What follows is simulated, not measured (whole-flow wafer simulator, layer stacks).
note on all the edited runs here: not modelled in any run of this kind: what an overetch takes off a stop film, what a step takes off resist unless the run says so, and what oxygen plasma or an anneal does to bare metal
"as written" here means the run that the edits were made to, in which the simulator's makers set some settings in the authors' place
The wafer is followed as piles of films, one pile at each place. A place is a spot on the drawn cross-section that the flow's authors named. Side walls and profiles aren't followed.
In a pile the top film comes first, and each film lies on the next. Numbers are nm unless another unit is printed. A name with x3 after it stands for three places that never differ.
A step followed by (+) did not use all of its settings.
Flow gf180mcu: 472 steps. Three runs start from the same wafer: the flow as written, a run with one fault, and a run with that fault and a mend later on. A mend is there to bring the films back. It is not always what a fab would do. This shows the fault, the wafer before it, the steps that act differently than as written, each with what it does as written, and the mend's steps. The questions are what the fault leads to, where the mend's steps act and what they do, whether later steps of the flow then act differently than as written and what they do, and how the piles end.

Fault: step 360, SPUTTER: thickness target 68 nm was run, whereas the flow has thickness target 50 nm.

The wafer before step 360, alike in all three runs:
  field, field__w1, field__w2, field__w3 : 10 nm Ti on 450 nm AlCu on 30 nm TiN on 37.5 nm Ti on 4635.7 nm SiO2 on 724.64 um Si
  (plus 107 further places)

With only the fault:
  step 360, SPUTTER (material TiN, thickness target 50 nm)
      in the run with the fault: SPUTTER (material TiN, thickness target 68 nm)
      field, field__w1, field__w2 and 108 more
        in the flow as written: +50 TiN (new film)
        in the run with the fault: +68 TiN (new film)
  Steps further on in the flow that do not act as written (4 more steps, not shown, differ only slightly: by at most 2% or 0.5 nm, whichever is larger):
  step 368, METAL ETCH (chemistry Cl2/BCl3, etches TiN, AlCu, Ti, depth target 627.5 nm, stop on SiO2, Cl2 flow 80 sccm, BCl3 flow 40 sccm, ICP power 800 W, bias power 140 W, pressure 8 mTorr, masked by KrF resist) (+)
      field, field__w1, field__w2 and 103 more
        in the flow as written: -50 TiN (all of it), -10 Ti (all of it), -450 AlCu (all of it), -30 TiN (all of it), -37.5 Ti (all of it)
        in the run with the fault: -68 TiN (all of it), -10 Ti (all of it), -450 AlCu (all of it), -30 TiN (all of it), -37.5 Ti (all of it)
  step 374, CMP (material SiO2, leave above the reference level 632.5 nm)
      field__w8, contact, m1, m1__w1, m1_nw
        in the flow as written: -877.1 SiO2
        in the run with the fault: -895.1 SiO2
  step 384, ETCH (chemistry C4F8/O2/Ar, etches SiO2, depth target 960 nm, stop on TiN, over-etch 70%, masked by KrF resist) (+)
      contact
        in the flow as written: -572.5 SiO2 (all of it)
        in the run with the fault: -554.5 SiO2 (all of it)
  By the end, the piles at field__w8, contact, m1, m1__w1, m1_nw depart from the flow's by more than 2% or 0.5 nm, whichever is larger.
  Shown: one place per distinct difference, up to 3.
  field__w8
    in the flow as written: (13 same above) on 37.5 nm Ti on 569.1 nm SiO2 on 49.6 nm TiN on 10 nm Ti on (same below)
    in the run with the fault: (13 same above) on 37.5 nm Ti on 551.1 nm SiO2 on 67.6 nm TiN on 10 nm Ti on (same below)
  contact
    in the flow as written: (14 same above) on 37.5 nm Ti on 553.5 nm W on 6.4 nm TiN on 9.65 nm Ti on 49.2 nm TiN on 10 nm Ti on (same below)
    in the run with the fault: (14 same above) on 37.5 nm Ti on 535.3 nm W on 6.47 nm TiN on 9.75 nm Ti on 67.2 nm TiN on 10 nm Ti on (same below)

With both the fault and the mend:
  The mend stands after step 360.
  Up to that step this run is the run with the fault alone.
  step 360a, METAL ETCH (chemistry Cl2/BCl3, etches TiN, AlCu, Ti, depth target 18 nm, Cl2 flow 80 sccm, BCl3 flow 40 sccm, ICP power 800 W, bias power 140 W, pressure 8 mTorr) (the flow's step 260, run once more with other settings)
      field, field__w1, field__w2 and 108 more
        -18 TiN
  None of the later steps of the flow acts differently than as written at any place that is followed.
  The piles end the same as the flow's at every place that both follow.
